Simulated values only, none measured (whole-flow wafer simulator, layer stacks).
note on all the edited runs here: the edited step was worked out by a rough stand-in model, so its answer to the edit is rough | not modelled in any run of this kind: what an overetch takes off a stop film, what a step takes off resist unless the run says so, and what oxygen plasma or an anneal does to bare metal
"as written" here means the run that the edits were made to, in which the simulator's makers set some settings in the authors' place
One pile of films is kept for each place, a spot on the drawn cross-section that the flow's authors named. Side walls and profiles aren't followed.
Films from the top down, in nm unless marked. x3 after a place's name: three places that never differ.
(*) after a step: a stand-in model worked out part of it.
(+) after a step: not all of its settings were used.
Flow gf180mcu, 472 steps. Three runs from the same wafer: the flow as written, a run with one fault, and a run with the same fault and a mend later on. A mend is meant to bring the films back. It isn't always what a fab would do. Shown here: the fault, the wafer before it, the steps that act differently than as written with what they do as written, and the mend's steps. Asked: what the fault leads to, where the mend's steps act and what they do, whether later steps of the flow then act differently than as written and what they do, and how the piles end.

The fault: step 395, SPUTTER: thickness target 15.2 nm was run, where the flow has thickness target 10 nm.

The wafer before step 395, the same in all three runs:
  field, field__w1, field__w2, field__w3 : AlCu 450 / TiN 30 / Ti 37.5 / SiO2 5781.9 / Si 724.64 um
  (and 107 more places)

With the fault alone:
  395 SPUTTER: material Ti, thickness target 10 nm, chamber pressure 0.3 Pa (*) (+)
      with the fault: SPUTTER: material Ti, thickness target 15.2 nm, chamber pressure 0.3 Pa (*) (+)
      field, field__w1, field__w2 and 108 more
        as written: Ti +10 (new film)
        with the fault: Ti +15.2 (new film)
  Later steps of the flow that act differently than as written (1 more step differs only slightly, by at most 2% or 0.5 nm, whichever is larger, and isn't shown):
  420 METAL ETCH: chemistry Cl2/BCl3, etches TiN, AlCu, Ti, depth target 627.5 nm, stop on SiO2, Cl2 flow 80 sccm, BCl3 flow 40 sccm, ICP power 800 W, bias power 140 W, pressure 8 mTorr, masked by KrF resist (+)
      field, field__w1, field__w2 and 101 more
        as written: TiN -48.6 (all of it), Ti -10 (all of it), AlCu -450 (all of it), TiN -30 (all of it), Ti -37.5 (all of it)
        with the fault: TiN -48.6 (all of it), Ti -15.2 (all of it), AlCu -450 (all of it), TiN -30 (all of it), Ti -37.5 (all of it)
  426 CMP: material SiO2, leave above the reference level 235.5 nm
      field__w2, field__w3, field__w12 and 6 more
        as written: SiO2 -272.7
        with the fault: SiO2 -267.2
  At the end the piles differ from the flow's by more than 2% or 0.5 nm, whichever is larger, at field__w4, field__w8, contact, m1, m1__w1, mim, mim_1p0, m1_nw.
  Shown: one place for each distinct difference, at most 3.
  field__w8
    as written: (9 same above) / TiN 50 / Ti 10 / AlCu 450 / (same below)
    with the fault: (9 same above) / TiN 50 / Ti 15.2 / AlCu 450 / (same below)
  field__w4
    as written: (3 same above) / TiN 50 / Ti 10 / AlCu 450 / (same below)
    with the fault: (3 same above) / TiN 50 / Ti 15.2 / AlCu 450 / (same below)
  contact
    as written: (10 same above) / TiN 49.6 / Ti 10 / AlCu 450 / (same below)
    with the fault: (10 same above) / TiN 49.6 / Ti 15.2 / AlCu 450 / (same below)

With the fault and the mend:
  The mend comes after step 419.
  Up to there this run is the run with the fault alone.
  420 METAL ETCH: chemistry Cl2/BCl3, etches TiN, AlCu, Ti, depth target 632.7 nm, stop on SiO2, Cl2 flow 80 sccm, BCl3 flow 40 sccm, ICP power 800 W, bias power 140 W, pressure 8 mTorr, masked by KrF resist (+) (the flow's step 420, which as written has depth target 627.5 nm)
      field, field__w1, field__w2 and 101 more
        TiN -48.6 (all of it), Ti -15.2 (all of it), AlCu -450 (all of it), TiN -30 (all of it), Ti -37.5 (all of it)
      field__w4, field__w8, contact, m1, m1__w1, mim, mim_1p0, m1_nw
        KrF resist -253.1
  Later steps of the flow that act differently than as written (2 more steps differ only slightly, by at most 2% or 0.5 nm, whichever is larger, and aren't shown):
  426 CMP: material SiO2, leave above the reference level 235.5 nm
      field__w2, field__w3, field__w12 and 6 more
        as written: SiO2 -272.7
        with the mend: SiO2 -267.2
  At the end the piles differ from the flow's by more than 2% or 0.5 nm, whichever is larger, at field__w4, field__w8, contact, m1, m1__w1, mim, mim_1p0, m1_nw.
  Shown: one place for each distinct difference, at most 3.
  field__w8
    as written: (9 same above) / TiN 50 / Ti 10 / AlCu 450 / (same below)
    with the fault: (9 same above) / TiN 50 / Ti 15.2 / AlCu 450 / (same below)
    with the mend: (9 same above) / TiN 50 / Ti 15.2 / AlCu 450 / (same below)
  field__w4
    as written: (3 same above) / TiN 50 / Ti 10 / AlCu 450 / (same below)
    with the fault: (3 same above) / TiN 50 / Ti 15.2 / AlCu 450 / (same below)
    with the mend: (3 same above) / TiN 50 / Ti 15.2 / AlCu 450 / (same below)
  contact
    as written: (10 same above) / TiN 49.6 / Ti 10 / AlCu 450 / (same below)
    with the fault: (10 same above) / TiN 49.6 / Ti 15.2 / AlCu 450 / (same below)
    with the mend: (10 same above) / TiN 49.6 / Ti 15.2 / AlCu 450 / (same below)
